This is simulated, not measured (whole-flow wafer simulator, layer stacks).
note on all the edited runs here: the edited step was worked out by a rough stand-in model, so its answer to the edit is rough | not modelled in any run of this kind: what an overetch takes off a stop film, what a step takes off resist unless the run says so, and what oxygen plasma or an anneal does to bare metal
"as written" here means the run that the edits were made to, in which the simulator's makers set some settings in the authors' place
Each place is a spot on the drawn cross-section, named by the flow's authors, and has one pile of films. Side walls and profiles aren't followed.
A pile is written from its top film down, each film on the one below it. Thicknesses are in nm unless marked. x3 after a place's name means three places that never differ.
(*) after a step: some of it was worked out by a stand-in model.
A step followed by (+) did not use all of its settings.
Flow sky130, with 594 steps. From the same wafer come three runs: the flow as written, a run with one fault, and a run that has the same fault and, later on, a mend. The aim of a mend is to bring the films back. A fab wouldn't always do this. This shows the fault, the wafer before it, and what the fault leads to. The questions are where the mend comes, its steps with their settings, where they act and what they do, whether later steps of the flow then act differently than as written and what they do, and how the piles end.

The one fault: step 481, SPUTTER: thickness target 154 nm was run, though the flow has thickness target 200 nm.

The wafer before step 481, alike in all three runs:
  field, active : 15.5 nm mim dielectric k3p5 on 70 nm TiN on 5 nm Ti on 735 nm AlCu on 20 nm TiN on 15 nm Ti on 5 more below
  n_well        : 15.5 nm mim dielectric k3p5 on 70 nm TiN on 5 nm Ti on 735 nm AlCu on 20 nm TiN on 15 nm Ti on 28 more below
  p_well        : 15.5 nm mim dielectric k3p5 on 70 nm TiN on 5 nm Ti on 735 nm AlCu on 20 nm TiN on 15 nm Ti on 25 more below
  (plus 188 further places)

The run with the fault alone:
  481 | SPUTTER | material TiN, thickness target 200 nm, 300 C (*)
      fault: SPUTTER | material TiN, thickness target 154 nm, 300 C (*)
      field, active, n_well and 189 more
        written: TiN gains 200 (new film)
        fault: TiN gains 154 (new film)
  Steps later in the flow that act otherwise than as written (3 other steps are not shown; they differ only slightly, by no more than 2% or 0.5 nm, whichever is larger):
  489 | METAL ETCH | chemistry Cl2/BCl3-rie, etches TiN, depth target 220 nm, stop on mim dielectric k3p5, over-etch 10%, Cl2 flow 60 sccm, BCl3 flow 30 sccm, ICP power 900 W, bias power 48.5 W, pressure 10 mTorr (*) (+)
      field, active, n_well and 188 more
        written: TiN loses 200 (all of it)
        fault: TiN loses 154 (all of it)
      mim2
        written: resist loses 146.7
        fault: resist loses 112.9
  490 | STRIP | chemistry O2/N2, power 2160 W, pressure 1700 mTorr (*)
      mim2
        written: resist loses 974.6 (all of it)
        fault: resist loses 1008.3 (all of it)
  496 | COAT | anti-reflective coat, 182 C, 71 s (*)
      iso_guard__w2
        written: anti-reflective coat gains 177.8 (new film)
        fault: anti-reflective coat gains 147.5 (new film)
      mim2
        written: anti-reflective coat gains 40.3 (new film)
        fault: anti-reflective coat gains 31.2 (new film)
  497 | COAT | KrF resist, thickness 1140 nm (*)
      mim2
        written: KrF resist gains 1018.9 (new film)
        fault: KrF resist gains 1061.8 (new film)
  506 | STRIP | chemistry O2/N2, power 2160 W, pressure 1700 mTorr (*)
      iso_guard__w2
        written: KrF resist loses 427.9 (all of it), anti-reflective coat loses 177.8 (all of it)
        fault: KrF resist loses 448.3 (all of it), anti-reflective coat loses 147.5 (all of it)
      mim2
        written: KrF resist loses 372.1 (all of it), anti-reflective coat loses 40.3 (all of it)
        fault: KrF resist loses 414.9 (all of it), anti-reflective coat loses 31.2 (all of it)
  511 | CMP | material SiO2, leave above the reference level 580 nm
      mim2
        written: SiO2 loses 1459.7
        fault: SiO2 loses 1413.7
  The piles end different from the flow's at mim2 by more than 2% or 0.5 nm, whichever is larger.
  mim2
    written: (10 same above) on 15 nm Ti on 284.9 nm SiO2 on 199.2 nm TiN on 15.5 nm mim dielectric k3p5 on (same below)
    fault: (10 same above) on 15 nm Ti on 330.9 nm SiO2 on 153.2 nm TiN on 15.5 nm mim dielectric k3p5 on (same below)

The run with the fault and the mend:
  After step 488 comes the mend.
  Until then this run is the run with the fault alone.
  488a | STRIP | chemistry O2/N2, power 2160 W, pressure 1700 mTorr (*)
      mim2
        resist loses 1121.3 (all of it)
  488b | SPUTTER | material TiN, thickness target 46 nm, 300 C (*) (the flow's step 481 again, with other settings)
      field, active, n_well and 189 more
        TiN gains 46
  488c | HMDS | 120 C, 60 s (the flow's step 483 again)
      alters no film at any place that is followed
  488d | COAT | resist, thickness 1140 nm (the flow's step 484 again)
      field, active, n_well and 187 more
        resist gains 1140 (new film)
      m1, via3_hole
        resist gains 1140.6 (new film)
  488e | SOFTBAKE | resist (the flow's step 485 again)
      alters no film at any place that is followed
  488f | EXPOSE | photomask CAP2M, dose 177.7 mJ/cm2, NA 0.6, wavelength 365 nm (*) (the flow's step 486 again)
      alters no film at any place that is followed
  488g | PEB | resist, 70.3 s (the flow's step 487 again)
      field, active, n_well and 189 more
        resist loses 18.7
  488h | DEVELOP | resist, thickness 1140 nm, developer TMAH-0.26N, 60 s (the flow's step 488 again)
      field, active, n_well and 186 more
        resist loses 1121.3 (all of it)
      m1, via3_hole
        resist loses 1121.9 (all of it)
  None of the later steps of the flow acts differently than as written at any place that is followed.
  By the end, the piles equal the flow's at every place that both follow.
